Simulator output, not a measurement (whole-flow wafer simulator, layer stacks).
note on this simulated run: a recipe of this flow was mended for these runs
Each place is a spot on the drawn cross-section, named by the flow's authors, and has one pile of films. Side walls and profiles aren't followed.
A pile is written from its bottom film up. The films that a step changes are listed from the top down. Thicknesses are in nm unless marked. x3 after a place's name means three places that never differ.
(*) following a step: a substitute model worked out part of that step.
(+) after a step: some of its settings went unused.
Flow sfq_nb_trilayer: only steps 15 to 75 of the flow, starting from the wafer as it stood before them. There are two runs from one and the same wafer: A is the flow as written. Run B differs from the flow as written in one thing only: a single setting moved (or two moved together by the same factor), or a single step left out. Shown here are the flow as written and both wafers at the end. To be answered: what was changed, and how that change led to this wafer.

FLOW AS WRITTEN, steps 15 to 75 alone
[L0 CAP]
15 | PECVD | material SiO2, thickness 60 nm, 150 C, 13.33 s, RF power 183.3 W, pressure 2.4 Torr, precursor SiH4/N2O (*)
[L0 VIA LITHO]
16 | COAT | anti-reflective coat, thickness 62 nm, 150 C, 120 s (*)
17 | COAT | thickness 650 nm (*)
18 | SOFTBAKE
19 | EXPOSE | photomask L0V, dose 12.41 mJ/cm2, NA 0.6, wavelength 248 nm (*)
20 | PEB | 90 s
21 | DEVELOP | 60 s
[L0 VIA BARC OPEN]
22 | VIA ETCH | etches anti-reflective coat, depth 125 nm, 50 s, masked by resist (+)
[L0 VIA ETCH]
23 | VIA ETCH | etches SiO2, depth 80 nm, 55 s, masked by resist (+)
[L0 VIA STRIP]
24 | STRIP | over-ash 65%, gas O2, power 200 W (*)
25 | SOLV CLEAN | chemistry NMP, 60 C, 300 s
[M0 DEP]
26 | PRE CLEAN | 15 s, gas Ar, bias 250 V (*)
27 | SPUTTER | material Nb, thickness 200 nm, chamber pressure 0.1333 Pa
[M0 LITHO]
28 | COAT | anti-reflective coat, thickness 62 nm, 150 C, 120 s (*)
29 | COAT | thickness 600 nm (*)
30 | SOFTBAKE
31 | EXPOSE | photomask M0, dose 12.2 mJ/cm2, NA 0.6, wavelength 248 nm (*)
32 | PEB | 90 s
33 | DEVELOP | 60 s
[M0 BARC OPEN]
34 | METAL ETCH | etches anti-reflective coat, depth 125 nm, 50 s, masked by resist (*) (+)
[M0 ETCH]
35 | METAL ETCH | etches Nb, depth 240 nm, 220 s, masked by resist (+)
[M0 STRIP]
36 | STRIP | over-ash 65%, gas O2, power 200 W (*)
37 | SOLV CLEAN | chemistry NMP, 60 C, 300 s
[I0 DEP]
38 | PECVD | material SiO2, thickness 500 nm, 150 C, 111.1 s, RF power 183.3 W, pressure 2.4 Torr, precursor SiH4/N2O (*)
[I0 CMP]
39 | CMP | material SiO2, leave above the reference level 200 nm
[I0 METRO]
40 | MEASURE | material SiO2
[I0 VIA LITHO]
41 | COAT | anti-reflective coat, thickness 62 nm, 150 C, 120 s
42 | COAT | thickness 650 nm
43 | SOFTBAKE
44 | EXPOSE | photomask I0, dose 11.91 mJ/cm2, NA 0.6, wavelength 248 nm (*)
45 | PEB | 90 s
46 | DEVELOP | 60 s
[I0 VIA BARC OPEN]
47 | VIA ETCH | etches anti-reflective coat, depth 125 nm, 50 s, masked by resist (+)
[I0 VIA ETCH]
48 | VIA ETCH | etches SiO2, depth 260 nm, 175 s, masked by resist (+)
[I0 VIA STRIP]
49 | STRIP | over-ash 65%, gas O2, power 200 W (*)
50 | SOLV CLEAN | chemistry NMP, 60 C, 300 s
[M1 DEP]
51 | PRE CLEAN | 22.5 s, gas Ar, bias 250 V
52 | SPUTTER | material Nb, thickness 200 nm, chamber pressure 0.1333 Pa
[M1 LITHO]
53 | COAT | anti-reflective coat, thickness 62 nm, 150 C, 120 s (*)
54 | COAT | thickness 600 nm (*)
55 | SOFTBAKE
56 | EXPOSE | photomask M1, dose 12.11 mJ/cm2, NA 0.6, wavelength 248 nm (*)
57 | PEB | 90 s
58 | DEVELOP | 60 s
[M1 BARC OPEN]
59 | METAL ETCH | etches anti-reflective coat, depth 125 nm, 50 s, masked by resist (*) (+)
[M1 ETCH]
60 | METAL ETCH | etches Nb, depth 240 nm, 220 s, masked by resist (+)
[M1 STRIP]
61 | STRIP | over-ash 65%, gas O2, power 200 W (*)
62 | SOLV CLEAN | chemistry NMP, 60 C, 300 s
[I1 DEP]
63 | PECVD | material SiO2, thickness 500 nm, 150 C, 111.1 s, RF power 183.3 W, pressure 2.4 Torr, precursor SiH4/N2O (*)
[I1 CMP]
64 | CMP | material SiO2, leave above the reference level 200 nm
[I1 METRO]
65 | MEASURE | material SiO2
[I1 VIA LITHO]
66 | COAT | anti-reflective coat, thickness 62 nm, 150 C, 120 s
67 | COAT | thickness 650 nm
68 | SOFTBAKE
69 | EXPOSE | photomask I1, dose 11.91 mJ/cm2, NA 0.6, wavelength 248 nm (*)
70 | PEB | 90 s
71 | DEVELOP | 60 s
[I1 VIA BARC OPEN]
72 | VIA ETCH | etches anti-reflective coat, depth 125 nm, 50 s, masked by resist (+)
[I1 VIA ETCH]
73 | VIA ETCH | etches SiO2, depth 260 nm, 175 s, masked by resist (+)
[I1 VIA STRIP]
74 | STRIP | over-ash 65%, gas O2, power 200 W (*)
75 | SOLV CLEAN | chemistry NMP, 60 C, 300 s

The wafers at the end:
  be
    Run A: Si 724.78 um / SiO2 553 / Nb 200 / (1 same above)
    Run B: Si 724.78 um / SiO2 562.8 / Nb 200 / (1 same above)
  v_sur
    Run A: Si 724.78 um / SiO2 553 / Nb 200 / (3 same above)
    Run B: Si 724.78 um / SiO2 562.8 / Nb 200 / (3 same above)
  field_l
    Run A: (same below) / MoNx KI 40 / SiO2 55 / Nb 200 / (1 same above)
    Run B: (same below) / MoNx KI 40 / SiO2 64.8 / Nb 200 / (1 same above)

The reason: step 15, PECVD: RF power 265.8 W was run, whereas the flow has RF power 183.3 W.

The path from the change to this, step by step:
  15 | PECVD | material SiO2, thickness 60 nm, 150 C, 13.33 s, RF power 183.3 W, pressure 2.4 Torr, precursor SiH4/N2O (*)
      v_sur, via_wl, via_w and 97 more: A SiO2 gains 60 | B SiO2 gains 69.8
      field_l, l0_sur, l0v, l0r_line_l, l0r_line_c, l0r_line_r: A SiO2 gains 60 (new film) | B SiO2 gains 69.8 (new film)
  23 | VIA ETCH | etches SiO2, depth 80 nm, 55 s, masked by resist (+)
      l0v: A SiO2 loses 59.7 (all of it), MoNx KI loses 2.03 | B SiO2 loses 69.4 (all of it), MoNx KI loses 1.06
  28 | COAT | anti-reflective coat, thickness 62 nm, 150 C, 120 s (*)
      l0_sur: A anti-reflective coat gains 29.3 (new film) | B anti-reflective coat gains 26.6 (new film)
      l0v: A anti-reflective coat gains 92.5 (new film) | B anti-reflective coat gains 95.7 (new film)
  36 | STRIP | over-ash 65%, gas O2, power 200 W (*)
      l0_sur: A KrF-resist-other-grade loses 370 (all of it), anti-reflective coat loses 29.3 (all of it) | B KrF-resist-other-grade loses 371.1 (all of it), anti-reflective coat loses 26.6 (all of it)
      l0v: A KrF-resist-other-grade loses 374.1 (all of it), anti-reflective coat loses 92.5 (all of it) | B KrF-resist-other-grade loses 379.2 (all of it), anti-reflective coat loses 95.7 (all of it)
  39 | CMP | material SiO2, leave above the reference level 200 nm
      l0v: A SiO2 loses 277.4 | B SiO2 loses 267.1
